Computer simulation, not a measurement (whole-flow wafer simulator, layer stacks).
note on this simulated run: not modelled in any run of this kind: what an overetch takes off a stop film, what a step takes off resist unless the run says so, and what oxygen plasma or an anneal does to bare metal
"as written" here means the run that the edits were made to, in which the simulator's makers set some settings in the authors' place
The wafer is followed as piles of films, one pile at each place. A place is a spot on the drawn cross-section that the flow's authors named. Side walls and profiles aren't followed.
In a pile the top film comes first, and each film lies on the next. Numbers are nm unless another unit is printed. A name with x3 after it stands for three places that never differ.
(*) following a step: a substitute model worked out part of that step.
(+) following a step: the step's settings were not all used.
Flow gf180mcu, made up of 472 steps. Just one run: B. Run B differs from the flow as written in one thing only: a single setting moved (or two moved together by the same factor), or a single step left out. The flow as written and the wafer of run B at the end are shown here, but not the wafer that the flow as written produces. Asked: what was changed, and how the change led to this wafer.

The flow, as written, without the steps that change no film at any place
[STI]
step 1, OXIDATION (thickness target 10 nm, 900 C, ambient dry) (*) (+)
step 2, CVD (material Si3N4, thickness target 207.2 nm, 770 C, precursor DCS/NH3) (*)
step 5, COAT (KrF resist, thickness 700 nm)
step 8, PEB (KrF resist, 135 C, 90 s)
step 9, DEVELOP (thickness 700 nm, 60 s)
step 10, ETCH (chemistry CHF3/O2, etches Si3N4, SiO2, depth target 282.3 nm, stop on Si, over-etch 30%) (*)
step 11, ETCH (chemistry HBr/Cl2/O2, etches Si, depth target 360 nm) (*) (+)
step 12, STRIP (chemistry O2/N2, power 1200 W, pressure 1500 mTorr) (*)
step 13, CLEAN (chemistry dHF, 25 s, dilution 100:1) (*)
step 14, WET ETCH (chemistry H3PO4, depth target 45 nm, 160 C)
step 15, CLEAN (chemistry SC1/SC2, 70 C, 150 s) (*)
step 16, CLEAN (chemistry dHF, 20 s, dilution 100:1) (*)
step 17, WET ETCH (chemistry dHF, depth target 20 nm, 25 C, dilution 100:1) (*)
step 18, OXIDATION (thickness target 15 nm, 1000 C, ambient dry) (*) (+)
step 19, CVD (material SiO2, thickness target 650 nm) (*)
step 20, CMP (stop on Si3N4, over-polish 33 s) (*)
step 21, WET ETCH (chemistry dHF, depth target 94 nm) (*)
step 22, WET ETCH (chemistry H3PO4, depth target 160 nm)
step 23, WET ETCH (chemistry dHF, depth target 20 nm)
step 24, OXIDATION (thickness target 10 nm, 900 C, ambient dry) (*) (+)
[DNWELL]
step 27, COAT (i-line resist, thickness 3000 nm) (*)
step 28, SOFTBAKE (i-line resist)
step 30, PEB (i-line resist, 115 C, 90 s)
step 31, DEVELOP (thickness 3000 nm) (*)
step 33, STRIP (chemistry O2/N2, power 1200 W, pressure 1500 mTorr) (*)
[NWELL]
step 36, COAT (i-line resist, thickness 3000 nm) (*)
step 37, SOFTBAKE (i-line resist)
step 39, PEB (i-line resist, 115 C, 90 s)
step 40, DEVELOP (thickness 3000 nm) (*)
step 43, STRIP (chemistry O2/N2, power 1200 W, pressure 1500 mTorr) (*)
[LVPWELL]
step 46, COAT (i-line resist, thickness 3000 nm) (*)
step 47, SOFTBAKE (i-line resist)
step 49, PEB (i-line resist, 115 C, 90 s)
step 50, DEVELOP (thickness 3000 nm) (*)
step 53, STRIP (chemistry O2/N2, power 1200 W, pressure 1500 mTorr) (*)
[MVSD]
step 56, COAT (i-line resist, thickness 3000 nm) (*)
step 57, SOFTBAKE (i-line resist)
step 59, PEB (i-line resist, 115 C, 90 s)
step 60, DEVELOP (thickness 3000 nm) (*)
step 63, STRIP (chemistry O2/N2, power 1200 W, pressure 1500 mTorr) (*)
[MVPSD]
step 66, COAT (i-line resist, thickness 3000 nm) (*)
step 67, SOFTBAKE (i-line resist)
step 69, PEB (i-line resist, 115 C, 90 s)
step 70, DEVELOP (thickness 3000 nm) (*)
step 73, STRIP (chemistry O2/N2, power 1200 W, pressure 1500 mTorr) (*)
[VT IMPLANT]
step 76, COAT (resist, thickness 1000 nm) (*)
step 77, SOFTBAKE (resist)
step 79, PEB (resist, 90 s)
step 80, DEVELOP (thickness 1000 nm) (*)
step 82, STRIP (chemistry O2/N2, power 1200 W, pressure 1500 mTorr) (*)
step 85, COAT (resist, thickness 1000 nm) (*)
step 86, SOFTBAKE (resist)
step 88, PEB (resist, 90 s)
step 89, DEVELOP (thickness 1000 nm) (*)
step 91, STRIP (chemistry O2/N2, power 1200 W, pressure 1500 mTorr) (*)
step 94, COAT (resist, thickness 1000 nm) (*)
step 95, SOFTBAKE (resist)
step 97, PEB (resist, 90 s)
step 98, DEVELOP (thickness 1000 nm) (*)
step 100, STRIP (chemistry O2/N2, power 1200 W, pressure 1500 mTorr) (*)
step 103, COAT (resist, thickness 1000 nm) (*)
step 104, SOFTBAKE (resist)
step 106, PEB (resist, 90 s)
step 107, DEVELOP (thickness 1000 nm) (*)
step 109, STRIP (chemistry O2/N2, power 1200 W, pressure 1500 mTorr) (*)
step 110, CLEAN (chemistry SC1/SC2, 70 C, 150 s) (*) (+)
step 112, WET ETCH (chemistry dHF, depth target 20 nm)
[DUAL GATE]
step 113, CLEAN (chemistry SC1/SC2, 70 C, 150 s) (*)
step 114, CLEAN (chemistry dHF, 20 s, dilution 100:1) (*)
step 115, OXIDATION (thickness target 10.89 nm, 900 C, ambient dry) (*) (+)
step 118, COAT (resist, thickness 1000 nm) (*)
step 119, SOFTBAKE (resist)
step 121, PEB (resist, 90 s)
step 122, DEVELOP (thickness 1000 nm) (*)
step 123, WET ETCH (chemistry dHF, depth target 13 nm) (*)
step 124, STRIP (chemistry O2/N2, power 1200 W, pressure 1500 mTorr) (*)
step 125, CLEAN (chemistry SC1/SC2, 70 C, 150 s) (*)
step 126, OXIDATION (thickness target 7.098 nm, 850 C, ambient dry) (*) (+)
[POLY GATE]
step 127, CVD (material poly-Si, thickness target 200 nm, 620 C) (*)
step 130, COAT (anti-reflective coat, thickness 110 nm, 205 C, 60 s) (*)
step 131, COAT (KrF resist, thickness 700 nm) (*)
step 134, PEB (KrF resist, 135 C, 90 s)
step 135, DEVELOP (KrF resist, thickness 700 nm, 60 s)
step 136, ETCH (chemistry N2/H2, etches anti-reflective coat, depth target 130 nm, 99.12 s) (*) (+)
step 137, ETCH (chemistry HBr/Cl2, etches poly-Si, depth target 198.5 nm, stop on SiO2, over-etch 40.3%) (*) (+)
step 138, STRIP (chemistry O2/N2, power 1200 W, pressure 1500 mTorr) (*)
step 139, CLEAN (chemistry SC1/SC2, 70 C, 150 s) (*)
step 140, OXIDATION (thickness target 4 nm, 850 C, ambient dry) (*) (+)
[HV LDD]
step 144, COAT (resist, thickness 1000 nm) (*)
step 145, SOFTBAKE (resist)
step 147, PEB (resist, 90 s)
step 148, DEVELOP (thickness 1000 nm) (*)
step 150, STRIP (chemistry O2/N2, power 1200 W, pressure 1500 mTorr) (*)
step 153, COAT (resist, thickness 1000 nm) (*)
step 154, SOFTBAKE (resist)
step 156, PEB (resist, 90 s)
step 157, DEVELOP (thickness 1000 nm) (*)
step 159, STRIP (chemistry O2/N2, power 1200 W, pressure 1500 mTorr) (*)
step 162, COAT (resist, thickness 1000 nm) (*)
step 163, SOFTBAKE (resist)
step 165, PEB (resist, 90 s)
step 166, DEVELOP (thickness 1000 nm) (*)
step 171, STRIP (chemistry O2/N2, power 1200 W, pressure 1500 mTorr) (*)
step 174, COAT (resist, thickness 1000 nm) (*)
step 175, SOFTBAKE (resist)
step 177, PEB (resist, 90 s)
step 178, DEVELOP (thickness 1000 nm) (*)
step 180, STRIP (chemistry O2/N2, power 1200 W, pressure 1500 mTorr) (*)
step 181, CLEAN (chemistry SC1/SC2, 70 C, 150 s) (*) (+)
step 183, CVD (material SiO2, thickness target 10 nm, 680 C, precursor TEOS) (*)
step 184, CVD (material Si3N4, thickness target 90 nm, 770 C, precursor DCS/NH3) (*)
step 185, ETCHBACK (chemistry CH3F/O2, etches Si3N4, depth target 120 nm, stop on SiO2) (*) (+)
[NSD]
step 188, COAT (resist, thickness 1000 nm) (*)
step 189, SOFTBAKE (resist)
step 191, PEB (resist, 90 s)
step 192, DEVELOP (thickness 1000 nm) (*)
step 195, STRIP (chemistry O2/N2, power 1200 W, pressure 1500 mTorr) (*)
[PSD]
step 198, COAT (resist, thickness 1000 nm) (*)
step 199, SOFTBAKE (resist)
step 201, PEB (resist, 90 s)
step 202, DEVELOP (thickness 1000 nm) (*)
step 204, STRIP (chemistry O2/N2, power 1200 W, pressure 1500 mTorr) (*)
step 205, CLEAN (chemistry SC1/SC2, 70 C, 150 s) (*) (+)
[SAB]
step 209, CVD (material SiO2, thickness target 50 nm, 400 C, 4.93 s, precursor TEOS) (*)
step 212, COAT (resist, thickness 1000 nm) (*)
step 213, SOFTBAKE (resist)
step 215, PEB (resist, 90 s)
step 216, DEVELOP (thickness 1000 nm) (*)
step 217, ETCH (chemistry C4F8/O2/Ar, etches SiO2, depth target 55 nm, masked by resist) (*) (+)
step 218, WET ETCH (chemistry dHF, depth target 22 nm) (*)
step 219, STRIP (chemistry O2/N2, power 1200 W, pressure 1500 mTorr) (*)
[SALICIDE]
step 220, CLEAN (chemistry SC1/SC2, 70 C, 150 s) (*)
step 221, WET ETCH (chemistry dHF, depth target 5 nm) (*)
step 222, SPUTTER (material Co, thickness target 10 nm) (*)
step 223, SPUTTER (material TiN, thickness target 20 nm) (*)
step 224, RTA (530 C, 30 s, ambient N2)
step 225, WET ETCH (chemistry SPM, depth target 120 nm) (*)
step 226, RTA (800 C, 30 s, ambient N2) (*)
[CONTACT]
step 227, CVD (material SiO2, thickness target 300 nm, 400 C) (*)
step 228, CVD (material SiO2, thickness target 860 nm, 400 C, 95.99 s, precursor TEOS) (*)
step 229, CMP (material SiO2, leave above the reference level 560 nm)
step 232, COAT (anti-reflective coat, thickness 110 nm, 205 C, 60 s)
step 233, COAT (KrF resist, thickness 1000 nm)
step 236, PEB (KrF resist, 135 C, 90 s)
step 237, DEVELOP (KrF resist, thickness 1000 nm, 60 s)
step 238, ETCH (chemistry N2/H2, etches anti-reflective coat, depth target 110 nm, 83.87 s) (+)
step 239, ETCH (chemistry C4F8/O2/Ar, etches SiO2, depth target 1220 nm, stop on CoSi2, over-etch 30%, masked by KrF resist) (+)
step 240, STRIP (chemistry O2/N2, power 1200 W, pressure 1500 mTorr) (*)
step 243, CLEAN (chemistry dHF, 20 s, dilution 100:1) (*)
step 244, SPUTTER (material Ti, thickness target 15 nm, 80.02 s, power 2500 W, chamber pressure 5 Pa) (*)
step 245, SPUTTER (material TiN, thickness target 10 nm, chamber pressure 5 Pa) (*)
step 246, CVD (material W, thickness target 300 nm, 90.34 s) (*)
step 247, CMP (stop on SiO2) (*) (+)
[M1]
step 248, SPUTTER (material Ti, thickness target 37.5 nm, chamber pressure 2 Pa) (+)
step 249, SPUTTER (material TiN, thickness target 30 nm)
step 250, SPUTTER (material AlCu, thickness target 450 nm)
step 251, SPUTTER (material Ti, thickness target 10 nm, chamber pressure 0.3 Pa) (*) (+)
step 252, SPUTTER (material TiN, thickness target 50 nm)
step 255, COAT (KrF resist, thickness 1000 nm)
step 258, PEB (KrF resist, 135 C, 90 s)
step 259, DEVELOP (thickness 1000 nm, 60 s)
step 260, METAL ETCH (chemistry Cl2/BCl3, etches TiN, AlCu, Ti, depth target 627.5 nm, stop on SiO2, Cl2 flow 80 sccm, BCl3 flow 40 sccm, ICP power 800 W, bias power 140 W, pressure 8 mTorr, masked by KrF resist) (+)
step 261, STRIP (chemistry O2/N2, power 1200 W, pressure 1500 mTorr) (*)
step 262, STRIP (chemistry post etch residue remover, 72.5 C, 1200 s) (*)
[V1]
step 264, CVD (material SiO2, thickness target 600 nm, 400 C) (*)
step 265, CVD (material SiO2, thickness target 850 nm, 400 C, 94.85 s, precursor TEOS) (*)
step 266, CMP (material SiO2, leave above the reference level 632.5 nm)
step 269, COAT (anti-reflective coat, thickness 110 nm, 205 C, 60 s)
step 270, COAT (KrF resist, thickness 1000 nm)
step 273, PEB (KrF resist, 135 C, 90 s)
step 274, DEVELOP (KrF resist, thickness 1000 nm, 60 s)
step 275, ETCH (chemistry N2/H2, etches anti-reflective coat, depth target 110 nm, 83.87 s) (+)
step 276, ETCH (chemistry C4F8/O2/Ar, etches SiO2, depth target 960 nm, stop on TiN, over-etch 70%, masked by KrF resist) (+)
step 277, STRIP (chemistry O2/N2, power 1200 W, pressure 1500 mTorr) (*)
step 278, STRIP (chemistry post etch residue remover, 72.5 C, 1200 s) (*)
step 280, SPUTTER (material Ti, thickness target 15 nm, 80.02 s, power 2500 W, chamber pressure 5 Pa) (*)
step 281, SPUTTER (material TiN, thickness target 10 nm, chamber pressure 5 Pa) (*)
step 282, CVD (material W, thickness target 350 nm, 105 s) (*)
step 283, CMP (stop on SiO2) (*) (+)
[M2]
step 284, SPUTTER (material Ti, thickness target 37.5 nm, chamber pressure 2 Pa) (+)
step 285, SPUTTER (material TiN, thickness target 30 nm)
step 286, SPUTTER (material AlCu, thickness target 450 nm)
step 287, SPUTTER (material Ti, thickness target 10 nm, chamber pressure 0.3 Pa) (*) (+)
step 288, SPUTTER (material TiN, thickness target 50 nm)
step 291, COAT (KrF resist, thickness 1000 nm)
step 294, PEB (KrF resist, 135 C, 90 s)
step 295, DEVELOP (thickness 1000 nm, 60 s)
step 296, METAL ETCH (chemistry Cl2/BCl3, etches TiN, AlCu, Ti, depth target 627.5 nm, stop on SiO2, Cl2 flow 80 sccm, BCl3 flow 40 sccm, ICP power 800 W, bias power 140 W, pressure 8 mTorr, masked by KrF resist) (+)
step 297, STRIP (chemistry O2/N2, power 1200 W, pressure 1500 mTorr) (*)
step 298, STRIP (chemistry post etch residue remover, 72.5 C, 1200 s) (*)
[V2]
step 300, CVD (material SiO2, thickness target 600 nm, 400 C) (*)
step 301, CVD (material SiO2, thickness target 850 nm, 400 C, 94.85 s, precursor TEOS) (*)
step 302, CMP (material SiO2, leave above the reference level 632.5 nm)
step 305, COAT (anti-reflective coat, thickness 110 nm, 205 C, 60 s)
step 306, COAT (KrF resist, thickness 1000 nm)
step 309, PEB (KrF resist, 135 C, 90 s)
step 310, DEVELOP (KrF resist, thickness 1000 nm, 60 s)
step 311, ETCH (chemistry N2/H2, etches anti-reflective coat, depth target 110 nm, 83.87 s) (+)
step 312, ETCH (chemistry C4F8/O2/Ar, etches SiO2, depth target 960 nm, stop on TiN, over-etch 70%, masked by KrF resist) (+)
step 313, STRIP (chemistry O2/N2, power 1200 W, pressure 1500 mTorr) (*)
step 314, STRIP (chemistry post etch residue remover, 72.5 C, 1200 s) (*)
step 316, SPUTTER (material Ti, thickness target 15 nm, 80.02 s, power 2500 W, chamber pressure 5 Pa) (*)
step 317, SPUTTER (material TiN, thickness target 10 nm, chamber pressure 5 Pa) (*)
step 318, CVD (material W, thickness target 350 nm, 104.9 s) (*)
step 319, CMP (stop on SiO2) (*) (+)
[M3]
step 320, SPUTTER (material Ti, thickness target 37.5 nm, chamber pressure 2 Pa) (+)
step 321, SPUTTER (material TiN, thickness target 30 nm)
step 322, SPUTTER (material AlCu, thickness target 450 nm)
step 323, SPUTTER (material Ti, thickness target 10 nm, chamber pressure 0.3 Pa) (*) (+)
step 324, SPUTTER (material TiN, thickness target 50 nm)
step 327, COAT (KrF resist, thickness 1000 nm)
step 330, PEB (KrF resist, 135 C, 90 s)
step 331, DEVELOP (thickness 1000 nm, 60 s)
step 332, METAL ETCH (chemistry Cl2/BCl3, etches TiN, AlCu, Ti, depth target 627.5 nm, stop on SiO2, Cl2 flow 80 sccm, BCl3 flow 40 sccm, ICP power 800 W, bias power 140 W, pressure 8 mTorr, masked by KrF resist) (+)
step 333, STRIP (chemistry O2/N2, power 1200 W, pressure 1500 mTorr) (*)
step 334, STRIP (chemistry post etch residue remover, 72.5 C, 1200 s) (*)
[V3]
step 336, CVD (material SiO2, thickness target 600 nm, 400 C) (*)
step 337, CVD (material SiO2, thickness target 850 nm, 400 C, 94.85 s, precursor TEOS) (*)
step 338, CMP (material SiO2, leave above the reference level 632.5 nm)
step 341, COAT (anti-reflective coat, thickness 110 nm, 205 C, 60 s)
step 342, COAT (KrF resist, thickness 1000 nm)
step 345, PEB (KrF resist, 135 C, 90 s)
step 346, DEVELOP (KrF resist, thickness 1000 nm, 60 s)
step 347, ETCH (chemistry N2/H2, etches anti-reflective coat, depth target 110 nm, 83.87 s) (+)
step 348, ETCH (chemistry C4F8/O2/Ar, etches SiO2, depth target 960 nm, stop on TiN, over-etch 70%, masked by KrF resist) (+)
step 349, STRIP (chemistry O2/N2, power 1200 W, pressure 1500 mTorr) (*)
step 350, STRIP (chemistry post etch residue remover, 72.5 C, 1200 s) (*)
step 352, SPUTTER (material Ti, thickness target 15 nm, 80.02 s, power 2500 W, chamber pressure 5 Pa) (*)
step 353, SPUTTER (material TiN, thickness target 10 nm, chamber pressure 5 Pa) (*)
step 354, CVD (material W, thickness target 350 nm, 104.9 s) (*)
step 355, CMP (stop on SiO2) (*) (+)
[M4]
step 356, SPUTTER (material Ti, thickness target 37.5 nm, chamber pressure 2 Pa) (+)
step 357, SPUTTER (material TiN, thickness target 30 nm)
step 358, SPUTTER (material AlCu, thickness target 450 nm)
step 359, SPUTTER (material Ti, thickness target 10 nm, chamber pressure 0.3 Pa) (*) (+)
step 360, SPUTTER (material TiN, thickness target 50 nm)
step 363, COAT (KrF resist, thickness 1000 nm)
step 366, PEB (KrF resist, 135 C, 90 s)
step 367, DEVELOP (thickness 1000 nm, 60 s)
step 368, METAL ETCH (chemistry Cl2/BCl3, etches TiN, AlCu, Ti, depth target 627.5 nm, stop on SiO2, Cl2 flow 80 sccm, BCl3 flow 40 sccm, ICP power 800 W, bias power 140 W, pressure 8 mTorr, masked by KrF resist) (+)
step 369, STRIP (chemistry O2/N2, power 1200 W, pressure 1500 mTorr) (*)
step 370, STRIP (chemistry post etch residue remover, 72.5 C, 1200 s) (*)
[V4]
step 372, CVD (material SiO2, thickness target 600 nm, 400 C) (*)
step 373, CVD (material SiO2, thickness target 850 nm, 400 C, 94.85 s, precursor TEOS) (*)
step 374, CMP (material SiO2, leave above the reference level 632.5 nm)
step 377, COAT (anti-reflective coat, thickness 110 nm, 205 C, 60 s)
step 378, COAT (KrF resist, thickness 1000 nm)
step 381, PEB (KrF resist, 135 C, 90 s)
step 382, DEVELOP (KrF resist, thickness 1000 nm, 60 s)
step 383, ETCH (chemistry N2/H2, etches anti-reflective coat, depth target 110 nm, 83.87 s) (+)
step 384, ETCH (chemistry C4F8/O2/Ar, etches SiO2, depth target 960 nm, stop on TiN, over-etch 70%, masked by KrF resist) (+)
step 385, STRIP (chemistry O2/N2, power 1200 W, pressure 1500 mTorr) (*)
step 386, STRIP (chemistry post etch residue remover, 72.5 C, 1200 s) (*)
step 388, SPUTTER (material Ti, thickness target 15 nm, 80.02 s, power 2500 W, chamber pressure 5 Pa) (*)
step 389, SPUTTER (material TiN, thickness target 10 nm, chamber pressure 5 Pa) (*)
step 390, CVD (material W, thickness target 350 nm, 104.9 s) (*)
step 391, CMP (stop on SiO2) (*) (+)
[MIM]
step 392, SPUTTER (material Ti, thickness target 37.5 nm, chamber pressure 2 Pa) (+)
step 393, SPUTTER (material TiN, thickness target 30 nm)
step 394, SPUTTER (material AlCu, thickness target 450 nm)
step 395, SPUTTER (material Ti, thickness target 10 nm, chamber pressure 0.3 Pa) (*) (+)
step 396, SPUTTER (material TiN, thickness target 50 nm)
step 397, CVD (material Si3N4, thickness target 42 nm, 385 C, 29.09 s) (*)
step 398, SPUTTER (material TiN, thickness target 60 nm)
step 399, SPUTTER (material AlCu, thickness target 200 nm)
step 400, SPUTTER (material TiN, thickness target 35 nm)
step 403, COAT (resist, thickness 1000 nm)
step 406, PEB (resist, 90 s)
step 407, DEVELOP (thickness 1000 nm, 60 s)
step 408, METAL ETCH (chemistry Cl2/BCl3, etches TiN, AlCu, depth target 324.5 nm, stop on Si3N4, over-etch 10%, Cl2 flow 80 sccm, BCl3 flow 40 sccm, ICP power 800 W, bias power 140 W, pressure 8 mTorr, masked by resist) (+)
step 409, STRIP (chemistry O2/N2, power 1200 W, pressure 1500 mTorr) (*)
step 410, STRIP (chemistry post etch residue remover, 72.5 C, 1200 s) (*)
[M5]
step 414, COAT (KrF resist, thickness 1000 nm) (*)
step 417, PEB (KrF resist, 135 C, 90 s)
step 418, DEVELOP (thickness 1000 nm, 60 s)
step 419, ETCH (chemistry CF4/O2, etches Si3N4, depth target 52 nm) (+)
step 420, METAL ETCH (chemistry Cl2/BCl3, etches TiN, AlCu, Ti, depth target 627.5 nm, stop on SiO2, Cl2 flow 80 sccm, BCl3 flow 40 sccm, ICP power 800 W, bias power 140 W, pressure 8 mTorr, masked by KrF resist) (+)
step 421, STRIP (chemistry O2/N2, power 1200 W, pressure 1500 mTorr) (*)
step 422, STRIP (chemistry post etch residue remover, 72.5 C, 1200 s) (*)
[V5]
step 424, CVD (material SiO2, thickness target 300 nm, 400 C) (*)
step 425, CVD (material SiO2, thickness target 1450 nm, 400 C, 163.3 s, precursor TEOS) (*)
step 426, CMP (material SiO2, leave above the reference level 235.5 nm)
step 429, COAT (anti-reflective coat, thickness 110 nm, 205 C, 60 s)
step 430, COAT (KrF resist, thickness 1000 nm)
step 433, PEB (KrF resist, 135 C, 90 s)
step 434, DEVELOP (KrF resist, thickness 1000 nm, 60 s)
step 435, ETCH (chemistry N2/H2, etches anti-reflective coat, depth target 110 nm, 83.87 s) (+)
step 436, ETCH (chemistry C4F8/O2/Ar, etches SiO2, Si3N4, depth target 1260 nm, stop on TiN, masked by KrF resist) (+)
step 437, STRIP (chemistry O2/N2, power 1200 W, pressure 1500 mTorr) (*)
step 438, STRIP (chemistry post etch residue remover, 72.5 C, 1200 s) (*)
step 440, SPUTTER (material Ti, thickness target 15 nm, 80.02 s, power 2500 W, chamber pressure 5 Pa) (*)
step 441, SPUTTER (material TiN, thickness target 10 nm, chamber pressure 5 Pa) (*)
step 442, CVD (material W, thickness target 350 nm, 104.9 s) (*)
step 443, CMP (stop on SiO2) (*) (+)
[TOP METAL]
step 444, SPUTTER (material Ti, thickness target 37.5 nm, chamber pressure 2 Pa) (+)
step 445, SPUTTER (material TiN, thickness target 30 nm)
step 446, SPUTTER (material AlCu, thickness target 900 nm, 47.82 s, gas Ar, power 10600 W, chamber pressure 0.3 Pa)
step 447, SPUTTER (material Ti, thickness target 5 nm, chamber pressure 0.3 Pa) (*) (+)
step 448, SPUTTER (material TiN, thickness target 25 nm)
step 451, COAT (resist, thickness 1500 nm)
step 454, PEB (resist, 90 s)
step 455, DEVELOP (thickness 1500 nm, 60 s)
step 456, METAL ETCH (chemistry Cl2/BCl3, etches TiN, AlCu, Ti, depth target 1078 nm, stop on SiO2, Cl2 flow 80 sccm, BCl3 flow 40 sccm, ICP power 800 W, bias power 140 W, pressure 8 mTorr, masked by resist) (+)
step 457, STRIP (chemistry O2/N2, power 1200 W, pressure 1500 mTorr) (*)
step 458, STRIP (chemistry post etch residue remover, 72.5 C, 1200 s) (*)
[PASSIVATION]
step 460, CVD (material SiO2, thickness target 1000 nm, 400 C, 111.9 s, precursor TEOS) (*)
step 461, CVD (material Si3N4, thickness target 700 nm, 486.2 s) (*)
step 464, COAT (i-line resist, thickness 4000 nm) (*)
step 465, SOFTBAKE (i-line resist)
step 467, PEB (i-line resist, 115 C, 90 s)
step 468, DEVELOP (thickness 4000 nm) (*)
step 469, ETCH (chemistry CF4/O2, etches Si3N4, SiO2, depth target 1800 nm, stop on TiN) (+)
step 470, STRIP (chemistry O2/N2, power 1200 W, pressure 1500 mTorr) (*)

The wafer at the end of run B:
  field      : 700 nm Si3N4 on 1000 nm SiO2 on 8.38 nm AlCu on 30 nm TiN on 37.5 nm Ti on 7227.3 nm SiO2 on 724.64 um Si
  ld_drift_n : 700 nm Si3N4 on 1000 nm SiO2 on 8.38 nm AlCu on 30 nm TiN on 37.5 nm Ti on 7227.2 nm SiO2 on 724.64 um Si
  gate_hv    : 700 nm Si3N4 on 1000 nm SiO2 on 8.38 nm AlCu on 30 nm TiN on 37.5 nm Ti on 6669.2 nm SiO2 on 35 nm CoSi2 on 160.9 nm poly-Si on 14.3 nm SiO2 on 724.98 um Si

The reason: step 456, METAL ETCH: depth target 915.9 nm was run, whereas the flow has depth target 1078 nm.

Step by step, how the change led to this:
  step 456, METAL ETCH (chemistry Cl2/BCl3, etches TiN, AlCu, Ti, depth target 1078 nm, stop on SiO2, Cl2 flow 80 sccm, BCl3 flow 40 sccm, ICP power 800 W, bias power 140 W, pressure 8 mTorr, masked by resist) (+)
      field, field__w1, field__w2 and 103 more: -25 TiN (all of it), -5 Ti (all of it), -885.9 AlCu (it would be, as written: -25 TiN (all of it), -5 Ti (all of it), -900 AlCu (all of it), -30 TiN (all of it), -37.5 Ti (all of it))
      field__w8, contact, m1, m1__w1, pad, m1_nw: -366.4 resist (it would be, as written: -431 resist)
  step 457, STRIP (chemistry O2/N2, power 1200 W, pressure 1500 mTorr) (*)
      field__w8, contact, m1, m1__w1, pad, m1_nw: -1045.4 resist (all of it) (it would be, as written: -980.8 resist (all of it))
  step 458, STRIP (chemistry post etch residue remover, 72.5 C, 1200 s) (*)
      field, field__w1, field__w2 and 103 more: -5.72 AlCu (it would be, as written: nothing)
  step 460, CVD (material SiO2, thickness target 1000 nm, 400 C, 111.9 s, precursor TEOS) (*)
      field, field__w1, field__w2 and 103 more: +1000 SiO2 (new film) (it would be, as written: +1000 SiO2)
  step 464, COAT (i-line resist, thickness 4000 nm) (*)
      field__w8: +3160 i-line resist (new film) (it would be, as written: +3093.1 i-line resist (new film))
      m1__w1: +3161.5 i-line resist (new film) (it would be, as written: +3094.7 i-line resist (new film))
      (also at 1 further place)
  step 465, SOFTBAKE (i-line resist)
      field__w13, nw_enc_fld_lv__w4: +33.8 i-line resist (it would be, as written: +37.9 i-line resist)
      active_hv, ld_gate_n: +25 i-line resist (it would be, as written: +28.2 i-line resist)
      (also at 64 further places)
  step 467, PEB (i-line resist, 115 C, 90 s)
      field__w8, m1__w1: -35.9 i-line resist (it would be, as written: -34.7 i-line resist)
      contact, m1: -36.2 i-line resist (it would be, as written: -35.1 i-line resist)
      (also at 2 further places)
  step 468, DEVELOP (thickness 4000 nm) (*)
      pad: -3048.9 i-line resist (all of it) (it would be, as written: -2974.8 i-line resist (all of it))
  step 470, STRIP (chemistry O2/N2, power 1200 W, pressure 1500 mTorr) (*)
      field__w8, m1__w1: -1860.8 i-line resist (all of it) (it would be, as written: -1787.7 i-line resist (all of it))
      contact: -1881.6 i-line resist (all of it) (it would be, as written: -1811.2 i-line resist (all of it))
      (also at 2 further places)
With metal films that touch counted as one body, field has 1 body; the flow as written gives 0 bodies.
With metal films that touch counted as one body, ld_drift_n has 1 body; the flow as written gives 0 bodies.
With metal films that touch counted as one body, gate_hv has 2 bodies (between them, from the top down: SiO2 6669.2); the flow as written gives 1 body.
